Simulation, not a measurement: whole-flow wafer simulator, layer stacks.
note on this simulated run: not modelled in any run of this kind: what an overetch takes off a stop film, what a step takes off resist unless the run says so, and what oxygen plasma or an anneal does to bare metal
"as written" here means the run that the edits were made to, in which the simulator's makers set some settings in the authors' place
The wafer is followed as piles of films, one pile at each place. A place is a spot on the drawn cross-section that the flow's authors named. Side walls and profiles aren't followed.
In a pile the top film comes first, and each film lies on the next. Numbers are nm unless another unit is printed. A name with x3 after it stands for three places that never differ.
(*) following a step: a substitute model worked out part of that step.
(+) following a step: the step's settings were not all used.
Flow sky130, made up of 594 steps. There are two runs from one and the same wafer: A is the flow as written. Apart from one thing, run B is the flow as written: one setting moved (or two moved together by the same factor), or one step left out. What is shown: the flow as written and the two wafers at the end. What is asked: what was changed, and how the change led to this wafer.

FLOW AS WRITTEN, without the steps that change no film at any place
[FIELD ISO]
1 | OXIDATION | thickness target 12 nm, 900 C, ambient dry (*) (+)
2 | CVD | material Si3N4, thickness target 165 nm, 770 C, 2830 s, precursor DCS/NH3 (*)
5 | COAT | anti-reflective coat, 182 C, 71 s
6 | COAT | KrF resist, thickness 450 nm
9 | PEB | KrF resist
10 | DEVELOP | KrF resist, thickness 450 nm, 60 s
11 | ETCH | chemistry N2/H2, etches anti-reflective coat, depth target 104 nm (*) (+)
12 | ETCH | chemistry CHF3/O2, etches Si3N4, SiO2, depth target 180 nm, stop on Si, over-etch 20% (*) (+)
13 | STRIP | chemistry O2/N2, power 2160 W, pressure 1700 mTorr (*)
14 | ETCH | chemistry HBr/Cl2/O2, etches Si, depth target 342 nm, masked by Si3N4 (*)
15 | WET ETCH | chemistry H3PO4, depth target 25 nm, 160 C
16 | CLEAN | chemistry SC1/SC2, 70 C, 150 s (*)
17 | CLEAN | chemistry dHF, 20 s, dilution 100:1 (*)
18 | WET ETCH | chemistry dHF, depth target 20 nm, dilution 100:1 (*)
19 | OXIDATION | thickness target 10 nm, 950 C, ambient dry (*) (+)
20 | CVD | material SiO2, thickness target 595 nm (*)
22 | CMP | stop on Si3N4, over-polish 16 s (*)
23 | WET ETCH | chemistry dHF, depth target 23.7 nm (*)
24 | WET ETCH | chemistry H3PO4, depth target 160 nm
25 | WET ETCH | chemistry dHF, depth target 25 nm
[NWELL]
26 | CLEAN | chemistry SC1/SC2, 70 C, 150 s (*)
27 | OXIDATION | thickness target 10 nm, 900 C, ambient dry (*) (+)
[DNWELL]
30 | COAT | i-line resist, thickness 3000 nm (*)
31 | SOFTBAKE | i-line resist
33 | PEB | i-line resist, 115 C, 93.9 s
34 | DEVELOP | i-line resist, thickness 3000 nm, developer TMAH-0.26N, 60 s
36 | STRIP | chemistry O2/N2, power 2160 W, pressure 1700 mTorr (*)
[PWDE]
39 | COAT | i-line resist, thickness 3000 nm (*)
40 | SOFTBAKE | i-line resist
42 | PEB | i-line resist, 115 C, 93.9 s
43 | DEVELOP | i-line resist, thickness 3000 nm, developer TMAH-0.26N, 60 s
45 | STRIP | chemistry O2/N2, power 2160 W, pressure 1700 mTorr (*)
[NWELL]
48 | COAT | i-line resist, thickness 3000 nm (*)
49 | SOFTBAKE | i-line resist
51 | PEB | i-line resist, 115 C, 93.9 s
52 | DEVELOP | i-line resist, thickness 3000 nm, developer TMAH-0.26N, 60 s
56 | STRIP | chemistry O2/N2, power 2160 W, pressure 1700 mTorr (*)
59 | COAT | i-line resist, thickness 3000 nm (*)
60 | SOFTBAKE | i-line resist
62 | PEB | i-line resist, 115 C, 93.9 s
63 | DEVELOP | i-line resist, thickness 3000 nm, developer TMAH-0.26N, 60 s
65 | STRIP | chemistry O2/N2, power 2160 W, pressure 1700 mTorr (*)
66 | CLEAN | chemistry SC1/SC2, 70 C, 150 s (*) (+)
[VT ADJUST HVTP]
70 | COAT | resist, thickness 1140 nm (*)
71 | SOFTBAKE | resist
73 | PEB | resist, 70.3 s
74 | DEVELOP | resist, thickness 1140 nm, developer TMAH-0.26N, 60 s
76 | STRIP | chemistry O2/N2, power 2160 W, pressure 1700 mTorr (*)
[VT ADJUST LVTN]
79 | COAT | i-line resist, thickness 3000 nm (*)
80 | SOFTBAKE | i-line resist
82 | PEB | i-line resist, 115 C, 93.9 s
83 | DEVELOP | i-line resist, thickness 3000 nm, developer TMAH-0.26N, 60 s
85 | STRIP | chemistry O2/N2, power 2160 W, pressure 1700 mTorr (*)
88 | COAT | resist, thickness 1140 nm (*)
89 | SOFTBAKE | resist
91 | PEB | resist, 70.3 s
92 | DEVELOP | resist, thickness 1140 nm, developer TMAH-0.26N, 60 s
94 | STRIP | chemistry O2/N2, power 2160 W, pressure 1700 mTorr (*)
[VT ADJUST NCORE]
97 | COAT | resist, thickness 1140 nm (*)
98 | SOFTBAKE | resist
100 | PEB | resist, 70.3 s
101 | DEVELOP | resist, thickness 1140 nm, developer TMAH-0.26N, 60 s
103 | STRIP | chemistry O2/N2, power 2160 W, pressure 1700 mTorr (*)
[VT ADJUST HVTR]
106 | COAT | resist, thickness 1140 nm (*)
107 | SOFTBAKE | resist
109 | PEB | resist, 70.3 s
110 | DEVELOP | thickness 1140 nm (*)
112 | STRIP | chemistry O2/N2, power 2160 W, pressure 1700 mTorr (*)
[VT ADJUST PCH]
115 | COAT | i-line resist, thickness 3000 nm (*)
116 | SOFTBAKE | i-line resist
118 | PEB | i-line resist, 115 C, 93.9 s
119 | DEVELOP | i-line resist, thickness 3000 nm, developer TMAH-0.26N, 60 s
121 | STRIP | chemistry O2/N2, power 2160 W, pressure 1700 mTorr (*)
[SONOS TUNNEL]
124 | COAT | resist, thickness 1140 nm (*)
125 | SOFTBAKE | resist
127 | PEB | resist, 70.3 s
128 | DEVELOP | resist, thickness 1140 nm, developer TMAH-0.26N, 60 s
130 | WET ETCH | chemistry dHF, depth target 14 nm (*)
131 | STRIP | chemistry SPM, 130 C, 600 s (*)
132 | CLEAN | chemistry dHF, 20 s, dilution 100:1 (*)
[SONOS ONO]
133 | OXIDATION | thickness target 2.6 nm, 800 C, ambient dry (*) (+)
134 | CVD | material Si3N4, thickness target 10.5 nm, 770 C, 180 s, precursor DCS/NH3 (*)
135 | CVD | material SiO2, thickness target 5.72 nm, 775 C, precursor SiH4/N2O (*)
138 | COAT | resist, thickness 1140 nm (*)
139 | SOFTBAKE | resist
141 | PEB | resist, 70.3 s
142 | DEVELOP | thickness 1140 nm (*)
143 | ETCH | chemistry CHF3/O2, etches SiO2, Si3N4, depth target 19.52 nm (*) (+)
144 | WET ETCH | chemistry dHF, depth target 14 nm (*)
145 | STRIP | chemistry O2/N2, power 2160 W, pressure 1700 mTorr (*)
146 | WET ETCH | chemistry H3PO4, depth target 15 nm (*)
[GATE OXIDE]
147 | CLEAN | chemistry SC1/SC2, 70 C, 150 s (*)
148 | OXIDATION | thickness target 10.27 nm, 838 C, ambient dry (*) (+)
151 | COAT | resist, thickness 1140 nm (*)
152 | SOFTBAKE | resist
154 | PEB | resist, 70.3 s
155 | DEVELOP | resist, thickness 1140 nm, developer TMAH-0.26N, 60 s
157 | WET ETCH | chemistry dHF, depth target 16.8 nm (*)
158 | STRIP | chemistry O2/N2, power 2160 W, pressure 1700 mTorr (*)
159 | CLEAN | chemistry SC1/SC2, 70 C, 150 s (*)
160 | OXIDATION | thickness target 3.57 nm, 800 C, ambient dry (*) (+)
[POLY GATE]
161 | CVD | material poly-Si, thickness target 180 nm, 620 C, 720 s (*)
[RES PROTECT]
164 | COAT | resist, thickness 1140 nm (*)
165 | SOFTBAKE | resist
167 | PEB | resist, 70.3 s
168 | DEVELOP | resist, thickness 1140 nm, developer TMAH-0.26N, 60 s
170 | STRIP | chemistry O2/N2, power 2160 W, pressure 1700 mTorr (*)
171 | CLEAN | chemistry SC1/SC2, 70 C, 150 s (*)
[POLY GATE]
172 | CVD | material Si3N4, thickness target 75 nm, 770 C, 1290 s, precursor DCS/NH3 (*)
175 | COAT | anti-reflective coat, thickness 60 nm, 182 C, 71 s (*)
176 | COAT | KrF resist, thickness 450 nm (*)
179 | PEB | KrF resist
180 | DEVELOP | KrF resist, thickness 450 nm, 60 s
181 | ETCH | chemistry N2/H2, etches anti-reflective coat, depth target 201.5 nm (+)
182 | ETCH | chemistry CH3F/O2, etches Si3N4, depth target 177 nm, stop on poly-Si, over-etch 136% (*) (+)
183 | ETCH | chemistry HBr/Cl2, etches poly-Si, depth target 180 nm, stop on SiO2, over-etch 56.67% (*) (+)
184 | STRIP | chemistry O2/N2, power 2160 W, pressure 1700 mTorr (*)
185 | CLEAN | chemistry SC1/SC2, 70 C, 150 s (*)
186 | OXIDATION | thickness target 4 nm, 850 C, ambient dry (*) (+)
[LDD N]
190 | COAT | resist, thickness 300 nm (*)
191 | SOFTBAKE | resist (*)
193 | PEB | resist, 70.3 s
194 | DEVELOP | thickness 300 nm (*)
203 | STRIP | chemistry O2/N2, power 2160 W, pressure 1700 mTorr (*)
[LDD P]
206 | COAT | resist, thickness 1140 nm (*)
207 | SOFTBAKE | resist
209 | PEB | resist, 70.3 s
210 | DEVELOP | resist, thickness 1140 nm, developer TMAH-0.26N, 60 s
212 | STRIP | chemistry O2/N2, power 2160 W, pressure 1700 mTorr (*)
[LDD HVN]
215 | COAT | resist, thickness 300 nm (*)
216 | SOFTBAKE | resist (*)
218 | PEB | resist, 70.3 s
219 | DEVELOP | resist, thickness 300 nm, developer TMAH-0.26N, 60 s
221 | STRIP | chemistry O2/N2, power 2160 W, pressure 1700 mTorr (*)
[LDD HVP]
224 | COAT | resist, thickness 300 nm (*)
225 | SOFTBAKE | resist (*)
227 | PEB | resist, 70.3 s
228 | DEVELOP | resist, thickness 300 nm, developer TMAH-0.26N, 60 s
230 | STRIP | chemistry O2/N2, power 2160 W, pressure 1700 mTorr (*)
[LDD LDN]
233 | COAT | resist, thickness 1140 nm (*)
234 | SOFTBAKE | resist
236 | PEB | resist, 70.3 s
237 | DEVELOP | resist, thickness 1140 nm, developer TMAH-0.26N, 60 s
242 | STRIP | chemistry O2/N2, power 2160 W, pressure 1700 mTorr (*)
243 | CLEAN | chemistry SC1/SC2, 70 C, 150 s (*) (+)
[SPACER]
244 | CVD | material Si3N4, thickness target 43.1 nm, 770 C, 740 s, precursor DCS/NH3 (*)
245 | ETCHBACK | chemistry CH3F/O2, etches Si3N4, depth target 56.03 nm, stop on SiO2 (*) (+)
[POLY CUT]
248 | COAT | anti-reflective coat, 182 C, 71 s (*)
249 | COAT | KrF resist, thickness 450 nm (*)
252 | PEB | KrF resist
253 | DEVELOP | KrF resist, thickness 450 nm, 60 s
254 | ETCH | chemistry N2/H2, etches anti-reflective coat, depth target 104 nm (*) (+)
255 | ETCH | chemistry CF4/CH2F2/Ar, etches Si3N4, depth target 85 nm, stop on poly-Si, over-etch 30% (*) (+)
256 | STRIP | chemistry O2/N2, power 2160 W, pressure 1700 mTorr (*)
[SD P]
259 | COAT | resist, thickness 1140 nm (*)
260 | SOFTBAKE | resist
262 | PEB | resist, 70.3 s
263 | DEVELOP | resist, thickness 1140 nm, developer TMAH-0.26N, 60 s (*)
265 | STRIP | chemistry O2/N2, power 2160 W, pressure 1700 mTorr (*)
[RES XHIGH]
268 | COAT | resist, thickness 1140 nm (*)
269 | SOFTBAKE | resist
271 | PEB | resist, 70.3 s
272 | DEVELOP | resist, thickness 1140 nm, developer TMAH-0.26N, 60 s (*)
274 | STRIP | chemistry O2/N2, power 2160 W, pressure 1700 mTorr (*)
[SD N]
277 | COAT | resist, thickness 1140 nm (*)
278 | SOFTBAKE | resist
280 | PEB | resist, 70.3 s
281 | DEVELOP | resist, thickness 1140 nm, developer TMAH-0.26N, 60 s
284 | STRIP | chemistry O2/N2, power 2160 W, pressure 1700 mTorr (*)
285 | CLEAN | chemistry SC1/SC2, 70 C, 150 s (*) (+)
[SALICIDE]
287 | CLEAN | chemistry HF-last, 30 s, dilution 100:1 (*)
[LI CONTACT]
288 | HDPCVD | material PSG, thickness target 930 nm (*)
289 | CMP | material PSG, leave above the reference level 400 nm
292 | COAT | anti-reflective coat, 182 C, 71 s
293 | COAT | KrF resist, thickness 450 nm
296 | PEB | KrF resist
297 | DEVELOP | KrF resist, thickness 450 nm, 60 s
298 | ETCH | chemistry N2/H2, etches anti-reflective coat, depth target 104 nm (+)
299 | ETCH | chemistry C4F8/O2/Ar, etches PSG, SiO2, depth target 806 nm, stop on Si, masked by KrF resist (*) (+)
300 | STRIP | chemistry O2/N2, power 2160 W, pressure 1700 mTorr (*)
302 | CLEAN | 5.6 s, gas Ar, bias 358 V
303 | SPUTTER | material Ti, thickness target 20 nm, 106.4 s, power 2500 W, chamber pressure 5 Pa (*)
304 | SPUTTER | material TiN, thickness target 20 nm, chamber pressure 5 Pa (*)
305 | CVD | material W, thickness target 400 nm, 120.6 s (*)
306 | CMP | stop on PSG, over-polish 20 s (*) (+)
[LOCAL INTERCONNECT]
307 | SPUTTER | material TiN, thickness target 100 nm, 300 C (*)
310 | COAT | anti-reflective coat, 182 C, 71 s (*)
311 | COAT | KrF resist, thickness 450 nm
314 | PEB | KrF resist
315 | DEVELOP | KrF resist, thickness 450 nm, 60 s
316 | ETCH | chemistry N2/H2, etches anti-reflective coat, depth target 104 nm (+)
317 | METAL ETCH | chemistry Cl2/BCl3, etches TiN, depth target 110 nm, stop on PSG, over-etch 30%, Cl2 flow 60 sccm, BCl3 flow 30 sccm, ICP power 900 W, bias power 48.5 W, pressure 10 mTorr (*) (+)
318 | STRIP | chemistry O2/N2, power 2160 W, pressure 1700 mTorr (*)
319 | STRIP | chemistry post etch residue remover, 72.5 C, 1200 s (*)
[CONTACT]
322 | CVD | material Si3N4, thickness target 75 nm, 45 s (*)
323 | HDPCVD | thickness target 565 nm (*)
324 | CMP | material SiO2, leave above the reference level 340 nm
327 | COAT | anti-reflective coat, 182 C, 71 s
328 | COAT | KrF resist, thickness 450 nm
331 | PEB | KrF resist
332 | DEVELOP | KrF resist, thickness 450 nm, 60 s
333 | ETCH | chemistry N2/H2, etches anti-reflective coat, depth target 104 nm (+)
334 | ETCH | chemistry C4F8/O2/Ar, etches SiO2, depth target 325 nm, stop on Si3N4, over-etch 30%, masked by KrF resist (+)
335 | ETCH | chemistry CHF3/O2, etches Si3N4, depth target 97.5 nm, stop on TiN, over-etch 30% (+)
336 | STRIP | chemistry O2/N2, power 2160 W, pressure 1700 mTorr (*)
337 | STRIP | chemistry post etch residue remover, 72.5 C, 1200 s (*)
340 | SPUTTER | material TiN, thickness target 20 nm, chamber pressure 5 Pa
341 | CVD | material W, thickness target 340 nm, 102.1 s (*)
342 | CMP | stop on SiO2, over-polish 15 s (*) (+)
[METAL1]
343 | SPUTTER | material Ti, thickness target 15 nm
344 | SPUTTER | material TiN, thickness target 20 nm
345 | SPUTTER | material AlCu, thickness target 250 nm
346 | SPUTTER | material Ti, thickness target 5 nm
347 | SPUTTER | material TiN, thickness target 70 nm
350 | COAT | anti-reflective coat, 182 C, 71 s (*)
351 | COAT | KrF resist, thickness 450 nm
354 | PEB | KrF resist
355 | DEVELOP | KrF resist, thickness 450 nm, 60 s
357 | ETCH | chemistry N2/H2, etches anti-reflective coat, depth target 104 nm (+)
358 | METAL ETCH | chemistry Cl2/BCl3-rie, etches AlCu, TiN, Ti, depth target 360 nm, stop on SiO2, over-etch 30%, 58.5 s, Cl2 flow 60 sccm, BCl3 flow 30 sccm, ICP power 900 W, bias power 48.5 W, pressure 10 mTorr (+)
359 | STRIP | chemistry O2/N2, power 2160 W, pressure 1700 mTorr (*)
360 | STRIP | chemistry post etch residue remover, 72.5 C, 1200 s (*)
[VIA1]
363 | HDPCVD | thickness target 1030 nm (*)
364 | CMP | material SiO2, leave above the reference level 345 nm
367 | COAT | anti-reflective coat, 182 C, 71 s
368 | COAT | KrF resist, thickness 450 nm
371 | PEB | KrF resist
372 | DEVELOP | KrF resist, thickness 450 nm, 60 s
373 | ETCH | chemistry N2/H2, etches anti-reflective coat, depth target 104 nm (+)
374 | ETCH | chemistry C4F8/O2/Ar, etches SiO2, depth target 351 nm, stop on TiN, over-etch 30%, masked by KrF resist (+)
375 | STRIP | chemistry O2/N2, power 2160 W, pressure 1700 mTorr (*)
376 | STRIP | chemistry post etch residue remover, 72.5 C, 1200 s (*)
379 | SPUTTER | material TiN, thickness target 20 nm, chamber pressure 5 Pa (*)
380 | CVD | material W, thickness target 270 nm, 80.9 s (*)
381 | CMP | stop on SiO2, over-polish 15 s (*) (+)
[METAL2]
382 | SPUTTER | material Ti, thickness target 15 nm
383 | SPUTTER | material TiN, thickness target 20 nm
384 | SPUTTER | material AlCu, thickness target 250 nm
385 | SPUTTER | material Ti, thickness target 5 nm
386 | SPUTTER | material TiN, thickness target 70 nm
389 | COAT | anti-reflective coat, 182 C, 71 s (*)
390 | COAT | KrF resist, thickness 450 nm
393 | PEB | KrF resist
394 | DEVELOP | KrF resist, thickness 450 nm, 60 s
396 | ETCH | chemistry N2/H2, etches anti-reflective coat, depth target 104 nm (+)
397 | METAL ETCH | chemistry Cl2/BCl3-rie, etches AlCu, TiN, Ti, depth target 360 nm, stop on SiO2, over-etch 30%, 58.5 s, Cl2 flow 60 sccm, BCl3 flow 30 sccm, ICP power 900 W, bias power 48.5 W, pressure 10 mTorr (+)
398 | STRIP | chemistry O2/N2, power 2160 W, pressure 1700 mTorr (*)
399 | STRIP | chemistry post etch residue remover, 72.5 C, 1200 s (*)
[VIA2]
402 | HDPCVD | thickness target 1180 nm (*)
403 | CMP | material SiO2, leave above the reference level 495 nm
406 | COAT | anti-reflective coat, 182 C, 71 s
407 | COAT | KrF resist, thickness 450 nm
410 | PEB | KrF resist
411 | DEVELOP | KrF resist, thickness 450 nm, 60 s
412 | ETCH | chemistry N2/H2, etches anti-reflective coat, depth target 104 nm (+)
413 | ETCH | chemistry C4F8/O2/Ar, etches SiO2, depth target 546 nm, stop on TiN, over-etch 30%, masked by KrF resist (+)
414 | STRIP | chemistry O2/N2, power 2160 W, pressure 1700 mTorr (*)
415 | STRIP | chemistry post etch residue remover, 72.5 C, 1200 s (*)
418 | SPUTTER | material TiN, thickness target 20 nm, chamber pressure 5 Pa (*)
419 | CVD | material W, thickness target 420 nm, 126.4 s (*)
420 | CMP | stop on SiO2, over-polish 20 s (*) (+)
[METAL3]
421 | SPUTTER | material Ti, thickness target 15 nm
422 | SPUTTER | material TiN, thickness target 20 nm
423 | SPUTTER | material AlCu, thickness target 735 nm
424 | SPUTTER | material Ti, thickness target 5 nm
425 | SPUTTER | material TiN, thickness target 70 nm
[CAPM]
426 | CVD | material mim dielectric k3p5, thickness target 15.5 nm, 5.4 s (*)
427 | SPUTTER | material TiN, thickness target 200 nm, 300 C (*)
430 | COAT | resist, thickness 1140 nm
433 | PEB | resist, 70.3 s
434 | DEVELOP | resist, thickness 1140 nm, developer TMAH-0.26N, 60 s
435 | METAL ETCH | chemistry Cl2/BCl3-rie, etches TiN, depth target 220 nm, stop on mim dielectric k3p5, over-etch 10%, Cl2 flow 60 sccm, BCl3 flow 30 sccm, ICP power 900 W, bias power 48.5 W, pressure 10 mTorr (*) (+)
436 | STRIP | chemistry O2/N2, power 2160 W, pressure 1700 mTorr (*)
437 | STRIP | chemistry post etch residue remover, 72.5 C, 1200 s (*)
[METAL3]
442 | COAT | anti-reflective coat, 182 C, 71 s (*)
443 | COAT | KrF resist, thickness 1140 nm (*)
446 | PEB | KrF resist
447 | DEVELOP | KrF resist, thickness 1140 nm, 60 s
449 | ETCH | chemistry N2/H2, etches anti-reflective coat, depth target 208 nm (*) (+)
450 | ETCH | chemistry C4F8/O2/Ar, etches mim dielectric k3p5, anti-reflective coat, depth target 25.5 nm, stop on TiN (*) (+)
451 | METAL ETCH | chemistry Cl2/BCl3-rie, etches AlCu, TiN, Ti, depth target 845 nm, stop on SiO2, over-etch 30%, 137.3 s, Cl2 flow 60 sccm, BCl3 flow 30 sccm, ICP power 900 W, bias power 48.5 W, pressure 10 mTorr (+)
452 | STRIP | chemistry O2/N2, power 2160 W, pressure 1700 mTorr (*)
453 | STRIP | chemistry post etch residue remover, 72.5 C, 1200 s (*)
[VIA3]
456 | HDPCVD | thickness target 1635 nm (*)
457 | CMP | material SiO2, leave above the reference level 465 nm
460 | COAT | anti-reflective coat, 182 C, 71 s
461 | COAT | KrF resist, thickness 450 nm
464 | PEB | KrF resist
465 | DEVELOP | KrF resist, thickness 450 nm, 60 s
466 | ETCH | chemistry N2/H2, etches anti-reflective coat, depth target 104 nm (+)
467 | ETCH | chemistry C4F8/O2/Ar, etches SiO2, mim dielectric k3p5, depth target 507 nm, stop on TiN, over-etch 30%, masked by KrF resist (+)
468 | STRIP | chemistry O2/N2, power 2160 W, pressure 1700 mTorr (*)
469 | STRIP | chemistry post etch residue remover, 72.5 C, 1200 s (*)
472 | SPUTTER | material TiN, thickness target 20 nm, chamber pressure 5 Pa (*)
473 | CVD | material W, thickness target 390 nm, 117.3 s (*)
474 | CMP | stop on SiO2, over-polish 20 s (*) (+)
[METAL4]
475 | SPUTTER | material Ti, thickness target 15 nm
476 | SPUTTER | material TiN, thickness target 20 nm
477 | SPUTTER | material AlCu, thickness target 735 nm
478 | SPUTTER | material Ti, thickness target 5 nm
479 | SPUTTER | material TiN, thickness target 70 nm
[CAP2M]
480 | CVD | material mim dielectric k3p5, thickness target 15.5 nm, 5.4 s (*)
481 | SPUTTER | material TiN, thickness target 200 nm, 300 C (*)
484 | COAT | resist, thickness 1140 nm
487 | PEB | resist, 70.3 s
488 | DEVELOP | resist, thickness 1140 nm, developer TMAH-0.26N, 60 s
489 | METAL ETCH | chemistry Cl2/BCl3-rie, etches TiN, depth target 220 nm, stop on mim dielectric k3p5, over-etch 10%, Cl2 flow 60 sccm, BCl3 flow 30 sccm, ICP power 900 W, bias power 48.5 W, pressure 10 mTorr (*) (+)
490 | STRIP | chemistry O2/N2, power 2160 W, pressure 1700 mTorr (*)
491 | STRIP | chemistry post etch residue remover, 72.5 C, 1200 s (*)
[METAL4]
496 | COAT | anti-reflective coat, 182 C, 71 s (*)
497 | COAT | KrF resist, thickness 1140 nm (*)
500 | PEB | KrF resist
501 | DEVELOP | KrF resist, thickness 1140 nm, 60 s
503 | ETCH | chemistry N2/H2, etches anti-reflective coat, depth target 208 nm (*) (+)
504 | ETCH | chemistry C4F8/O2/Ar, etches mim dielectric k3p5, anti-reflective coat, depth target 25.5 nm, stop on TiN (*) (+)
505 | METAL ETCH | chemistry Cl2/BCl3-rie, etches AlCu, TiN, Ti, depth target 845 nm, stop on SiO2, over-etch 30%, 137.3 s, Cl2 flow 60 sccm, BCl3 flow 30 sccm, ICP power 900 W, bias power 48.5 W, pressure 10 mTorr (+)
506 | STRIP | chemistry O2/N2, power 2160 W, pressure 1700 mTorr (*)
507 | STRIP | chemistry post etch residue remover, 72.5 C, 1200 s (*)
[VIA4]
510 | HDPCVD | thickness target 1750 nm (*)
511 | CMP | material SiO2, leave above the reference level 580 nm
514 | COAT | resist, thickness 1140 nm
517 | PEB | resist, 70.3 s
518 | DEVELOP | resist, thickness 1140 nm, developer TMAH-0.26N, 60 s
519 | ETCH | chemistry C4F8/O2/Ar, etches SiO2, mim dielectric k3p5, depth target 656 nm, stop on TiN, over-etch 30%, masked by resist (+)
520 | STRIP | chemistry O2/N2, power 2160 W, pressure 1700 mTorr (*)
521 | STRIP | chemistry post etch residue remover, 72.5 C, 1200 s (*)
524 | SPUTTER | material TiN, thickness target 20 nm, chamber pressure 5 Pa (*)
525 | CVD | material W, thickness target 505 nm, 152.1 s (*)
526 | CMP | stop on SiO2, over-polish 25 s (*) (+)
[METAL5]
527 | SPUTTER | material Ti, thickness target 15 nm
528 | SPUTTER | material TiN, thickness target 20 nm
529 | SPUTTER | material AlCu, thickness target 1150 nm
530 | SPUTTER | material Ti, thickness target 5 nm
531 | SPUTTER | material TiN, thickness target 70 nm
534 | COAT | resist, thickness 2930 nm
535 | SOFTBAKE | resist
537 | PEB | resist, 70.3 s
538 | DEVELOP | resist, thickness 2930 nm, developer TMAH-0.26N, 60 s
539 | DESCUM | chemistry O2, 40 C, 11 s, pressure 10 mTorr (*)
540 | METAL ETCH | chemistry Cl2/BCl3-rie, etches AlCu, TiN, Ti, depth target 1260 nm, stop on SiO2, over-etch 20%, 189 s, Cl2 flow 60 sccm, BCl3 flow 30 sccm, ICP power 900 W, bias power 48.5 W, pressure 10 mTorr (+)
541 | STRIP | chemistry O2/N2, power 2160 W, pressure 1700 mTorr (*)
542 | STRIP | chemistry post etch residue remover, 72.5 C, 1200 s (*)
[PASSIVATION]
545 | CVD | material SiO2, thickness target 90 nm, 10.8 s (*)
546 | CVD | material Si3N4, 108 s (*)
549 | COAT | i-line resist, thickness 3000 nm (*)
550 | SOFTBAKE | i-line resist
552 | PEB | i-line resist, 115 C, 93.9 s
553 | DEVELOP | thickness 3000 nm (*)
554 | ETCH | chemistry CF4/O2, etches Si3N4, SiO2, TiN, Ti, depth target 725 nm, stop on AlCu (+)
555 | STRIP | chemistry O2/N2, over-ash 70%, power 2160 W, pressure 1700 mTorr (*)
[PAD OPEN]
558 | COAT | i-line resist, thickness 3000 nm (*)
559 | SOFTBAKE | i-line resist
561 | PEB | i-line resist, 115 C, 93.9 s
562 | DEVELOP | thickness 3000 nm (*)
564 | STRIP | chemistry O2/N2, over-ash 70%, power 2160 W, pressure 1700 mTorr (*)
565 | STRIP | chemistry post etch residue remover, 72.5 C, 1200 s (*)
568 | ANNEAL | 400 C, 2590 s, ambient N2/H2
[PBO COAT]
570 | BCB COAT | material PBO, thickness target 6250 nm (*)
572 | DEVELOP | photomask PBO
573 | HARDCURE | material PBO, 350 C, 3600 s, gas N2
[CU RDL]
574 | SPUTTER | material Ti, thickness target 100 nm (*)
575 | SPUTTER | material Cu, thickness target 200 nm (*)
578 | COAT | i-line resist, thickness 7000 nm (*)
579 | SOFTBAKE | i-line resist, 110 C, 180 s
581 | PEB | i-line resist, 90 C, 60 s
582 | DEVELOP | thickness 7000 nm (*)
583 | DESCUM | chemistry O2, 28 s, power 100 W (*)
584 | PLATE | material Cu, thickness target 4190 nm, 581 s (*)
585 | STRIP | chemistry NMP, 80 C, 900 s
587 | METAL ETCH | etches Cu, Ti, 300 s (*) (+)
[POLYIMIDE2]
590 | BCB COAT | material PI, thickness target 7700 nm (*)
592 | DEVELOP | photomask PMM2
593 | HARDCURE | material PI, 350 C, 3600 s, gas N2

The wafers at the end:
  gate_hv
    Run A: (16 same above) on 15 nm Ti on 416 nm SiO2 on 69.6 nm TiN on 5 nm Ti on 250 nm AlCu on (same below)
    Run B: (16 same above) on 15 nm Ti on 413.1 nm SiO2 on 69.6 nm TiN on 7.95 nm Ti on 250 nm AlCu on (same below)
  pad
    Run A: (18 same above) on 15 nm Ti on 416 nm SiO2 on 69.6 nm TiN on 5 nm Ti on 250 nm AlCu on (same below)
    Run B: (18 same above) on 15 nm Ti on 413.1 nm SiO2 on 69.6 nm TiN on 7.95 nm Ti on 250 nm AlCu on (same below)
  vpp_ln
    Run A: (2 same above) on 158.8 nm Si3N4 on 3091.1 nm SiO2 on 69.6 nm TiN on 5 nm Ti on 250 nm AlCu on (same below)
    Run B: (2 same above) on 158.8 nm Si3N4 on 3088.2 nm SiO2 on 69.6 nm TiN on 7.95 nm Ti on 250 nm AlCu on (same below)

The reason: step 385, SPUTTER: thickness target 7.95 nm was run, whereas the flow has thickness target 5 nm.
The wafer lets one read it off: gate_hv has Ti 7.95, and step 385 as written asks for 5 nm.

How this came from the change, step by step:
  385 | SPUTTER | material Ti, thickness target 5 nm
      field, active, n_well and 188 more: A +5 Ti (new film) | B +7.95 Ti (new film)
  397 | METAL ETCH | chemistry Cl2/BCl3-rie, etches AlCu, TiN, Ti, depth target 360 nm, stop on SiO2, over-etch 30%, 58.5 s, Cl2 flow 60 sccm, BCl3 flow 30 sccm, ICP power 900 W, bias power 48.5 W, pressure 10 mTorr (+)
      field, active, gate and 82 more: A -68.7 TiN (all of it), -5 Ti (all of it), -250 AlCu (all of it), -20 TiN (all of it), -15 Ti (all of it), -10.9 SiO2 | B -68.7 TiN (all of it), -7.95 Ti (all of it), -250 AlCu (all of it), -20 TiN (all of it), -15 Ti (all of it), -10.6 SiO2
